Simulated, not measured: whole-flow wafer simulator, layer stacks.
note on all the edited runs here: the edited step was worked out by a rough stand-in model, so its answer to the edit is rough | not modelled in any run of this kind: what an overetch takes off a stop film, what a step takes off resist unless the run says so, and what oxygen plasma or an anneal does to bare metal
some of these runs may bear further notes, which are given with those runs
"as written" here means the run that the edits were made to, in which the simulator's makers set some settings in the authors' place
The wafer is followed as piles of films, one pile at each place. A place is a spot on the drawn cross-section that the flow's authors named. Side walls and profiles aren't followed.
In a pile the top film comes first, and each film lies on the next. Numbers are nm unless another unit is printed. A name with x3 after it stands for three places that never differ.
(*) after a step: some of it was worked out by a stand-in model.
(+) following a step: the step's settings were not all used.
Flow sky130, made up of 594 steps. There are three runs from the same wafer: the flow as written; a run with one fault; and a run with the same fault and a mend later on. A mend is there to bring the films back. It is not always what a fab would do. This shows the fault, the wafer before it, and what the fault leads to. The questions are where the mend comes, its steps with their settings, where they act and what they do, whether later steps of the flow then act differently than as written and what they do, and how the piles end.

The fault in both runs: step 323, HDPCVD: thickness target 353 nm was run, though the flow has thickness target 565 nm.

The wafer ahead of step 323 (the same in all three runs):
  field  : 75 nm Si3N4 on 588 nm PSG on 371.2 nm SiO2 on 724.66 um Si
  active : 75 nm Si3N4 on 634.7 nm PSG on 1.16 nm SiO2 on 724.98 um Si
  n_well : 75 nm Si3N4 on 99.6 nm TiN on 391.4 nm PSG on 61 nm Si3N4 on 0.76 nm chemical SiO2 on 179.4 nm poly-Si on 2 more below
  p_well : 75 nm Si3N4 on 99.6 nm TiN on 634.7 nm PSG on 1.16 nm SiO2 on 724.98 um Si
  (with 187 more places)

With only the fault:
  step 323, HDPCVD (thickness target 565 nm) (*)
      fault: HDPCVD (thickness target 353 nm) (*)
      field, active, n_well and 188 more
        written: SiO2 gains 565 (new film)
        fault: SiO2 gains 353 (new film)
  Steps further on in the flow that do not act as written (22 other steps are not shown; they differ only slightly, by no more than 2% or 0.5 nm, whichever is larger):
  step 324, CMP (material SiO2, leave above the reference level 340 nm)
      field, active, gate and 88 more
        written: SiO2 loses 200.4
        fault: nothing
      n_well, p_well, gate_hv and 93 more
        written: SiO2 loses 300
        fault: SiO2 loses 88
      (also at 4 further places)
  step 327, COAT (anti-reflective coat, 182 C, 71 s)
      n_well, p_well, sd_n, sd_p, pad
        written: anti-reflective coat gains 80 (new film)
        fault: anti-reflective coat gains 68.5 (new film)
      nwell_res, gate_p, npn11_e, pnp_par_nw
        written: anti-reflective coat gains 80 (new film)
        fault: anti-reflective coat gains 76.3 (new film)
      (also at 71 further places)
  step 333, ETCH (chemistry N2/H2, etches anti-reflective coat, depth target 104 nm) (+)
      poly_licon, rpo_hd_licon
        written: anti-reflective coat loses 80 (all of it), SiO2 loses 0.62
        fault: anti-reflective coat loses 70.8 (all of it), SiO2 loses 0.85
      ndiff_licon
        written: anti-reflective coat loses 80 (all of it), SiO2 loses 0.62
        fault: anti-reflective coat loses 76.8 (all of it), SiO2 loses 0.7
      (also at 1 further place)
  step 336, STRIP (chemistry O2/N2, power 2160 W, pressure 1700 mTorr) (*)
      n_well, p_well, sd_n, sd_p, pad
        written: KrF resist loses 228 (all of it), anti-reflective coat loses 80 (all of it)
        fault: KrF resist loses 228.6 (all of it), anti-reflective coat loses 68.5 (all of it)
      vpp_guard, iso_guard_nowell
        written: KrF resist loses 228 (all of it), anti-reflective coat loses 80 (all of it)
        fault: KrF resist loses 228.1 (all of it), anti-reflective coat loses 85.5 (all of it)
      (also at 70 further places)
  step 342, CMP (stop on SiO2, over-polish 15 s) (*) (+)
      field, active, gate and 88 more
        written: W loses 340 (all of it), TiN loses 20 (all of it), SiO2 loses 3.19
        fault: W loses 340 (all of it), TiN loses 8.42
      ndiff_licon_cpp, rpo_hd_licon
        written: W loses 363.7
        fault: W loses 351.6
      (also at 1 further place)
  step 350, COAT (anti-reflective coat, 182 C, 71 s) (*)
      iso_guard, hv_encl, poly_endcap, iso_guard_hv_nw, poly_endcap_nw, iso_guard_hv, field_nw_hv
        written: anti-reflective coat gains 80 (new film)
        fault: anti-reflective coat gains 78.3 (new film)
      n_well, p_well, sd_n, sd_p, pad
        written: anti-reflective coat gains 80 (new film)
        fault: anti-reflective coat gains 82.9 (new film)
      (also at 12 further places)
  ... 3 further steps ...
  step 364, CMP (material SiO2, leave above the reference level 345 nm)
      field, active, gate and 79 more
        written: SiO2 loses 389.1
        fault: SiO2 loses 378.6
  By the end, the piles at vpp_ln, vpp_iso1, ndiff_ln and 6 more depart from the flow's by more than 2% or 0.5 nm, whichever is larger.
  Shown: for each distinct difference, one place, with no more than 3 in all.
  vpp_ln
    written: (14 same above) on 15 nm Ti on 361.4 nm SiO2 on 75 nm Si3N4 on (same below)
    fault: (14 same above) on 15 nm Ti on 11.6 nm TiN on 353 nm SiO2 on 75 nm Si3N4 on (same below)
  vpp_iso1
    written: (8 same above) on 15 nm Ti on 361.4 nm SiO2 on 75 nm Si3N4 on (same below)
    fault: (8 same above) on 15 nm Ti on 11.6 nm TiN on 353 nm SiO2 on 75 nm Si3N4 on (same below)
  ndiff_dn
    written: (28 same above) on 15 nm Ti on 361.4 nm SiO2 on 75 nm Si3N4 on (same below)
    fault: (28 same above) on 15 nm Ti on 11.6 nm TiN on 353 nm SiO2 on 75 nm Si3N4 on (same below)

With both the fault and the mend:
  The mend stands after step 323.
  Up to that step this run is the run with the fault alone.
  step 323a, HDPCVD (thickness target 212 nm) (*) (a further turn of the flow's step 323, with different settings)
      field, active, n_well and 188 more
        SiO2 gains 212
  Steps further on in the flow that do not act as written (3 other steps are not shown; they differ only slightly, by no more than 2% or 0.5 nm, whichever is larger):
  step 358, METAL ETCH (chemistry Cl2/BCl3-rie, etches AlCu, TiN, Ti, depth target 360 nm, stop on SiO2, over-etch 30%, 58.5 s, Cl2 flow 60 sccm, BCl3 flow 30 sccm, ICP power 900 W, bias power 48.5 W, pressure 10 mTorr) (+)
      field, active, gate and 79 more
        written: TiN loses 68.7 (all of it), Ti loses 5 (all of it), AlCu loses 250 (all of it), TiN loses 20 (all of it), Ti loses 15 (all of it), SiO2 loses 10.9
        mend: TiN loses 68.7 (all of it), Ti loses 5 (all of it), AlCu loses 250 (all of it), TiN loses 20 (all of it), Ti loses 15 (all of it), SiO2 loses 11.6
  At every place that both follow, the piles at the end match the flow's.
